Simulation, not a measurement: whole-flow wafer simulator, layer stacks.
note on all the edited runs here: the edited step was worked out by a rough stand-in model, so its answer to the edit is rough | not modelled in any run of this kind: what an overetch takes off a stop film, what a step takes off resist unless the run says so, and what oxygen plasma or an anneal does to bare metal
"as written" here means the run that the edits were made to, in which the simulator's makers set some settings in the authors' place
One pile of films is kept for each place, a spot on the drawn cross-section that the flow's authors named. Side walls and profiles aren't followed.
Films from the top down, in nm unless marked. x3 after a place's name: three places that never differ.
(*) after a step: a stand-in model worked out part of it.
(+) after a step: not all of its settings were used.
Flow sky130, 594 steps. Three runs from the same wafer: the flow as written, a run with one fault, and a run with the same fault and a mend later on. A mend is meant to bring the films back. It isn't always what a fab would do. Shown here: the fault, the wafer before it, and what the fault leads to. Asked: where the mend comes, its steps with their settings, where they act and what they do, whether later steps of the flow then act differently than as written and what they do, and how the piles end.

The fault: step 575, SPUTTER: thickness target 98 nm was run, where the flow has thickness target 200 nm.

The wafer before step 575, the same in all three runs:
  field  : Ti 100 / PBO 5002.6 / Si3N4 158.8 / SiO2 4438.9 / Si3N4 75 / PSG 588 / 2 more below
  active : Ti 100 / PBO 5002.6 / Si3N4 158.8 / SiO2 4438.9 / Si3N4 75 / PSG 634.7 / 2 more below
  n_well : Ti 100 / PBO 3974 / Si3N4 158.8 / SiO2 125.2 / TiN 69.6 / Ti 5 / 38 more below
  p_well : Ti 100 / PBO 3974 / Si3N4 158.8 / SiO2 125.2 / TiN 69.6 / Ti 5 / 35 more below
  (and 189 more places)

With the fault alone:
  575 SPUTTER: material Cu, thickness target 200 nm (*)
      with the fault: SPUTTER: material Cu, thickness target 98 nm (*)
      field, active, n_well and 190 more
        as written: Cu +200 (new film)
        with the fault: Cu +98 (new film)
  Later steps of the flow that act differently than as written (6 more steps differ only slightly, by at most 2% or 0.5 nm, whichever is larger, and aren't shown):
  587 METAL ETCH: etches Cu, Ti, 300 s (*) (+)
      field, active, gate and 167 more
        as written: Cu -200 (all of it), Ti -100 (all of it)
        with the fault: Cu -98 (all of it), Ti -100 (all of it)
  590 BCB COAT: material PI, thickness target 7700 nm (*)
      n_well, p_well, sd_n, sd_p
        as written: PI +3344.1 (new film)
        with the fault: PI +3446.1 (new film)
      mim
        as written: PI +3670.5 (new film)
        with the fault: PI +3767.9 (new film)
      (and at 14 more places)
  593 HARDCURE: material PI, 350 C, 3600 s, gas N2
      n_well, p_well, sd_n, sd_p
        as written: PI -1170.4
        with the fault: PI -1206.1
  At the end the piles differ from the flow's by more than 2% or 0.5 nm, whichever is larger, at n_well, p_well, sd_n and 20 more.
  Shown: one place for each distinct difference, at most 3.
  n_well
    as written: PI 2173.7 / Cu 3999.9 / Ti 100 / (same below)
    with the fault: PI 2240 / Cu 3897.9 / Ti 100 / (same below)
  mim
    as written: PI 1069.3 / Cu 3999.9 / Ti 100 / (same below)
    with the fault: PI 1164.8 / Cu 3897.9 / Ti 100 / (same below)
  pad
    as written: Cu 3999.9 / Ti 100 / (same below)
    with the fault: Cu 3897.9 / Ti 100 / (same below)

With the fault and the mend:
  The mend comes after step 582.
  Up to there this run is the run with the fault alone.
  582a STRIP: chemistry NMP, 80 C, 900 s
      wcut_nhv, wcut_phv, wcut_fox_pw and 23 more
        i-line resist -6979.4 (all of it)
      mim_edge_plate_strap, mim_edge_plate, mim_edge_gap, mim_edge_gap_sheet, vpp_l1ln, dnw_fox
        i-line resist -6980.8 (all of it)
      gate_len, gate_lvt_sd_len, gate_p_sd_len, gate_p_hvt_sd_len, gate_p_lvt_sd_len, gate_len_250
        i-line resist -6982 (all of it)
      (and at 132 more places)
  582b SPUTTER: material Cu, thickness target 102 nm (*) (the flow's step 575 once more, with other settings)
      field, active, n_well and 190 more
        Cu +102
  582c HMDS: 120 C, 60 s (the flow's step 577 once more)
      changes no film at any place that is followed
  582d COAT: i-line resist, thickness 7000 nm (*) (the flow's step 578 once more)
      dice_street, wcut_nhv, wcut_phv and 18 more
        i-line resist +7000 (new film)
      poly_ln, iso_pw_fox, gate_lvt_sd, active_lvt, spacer_lvt, sonos_sd, sonos_cell_x, sonos_guard_x
        i-line resist +7003.2 (new film)
      vpp_iso2, mim_edge_plate_strap, mim_edge_plate, mim_edge_gap, mim_edge_gap_sheet, gate_hv_nvt, de16_nw_sti
        i-line resist +7001.4 (new film)
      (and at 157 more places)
  582e SOFTBAKE: i-line resist, 110 C, 180 s (the flow's step 579 once more)
      de16_gate_pw, de16_pw_fp, de16_pw_sti, de16_psrc_nw
        i-line resist -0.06
      field, active_lvt
        i-line resist +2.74
      mim, vcap_hvt
        i-line resist -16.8
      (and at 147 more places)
  582f EXPOSE: photomask CU1M (the flow's step 580 once more)
      changes no film at any place that is followed
  582g PEB: i-line resist, 90 C, 60 s (the flow's step 581 once more)
      field, active, n_well and 134 more
        i-line resist -0.07
      pad
        i-line resist -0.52
  582h DEVELOP: thickness 7000 nm (*) (the flow's step 582 once more)
      field, active, gate and 167 more
        i-line resist -20.6
      n_well, p_well, sd_n, sd_p
        i-line resist -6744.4 (all of it)
      dep_nw_sti, dep_ntap_nw, de16_nw_sti
        i-line resist -7000.7 (all of it)
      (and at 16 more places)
  No later step of the flow acts differently than as written at any place that is followed.
  At the end the piles are the same as the flow's at every place that both follow.
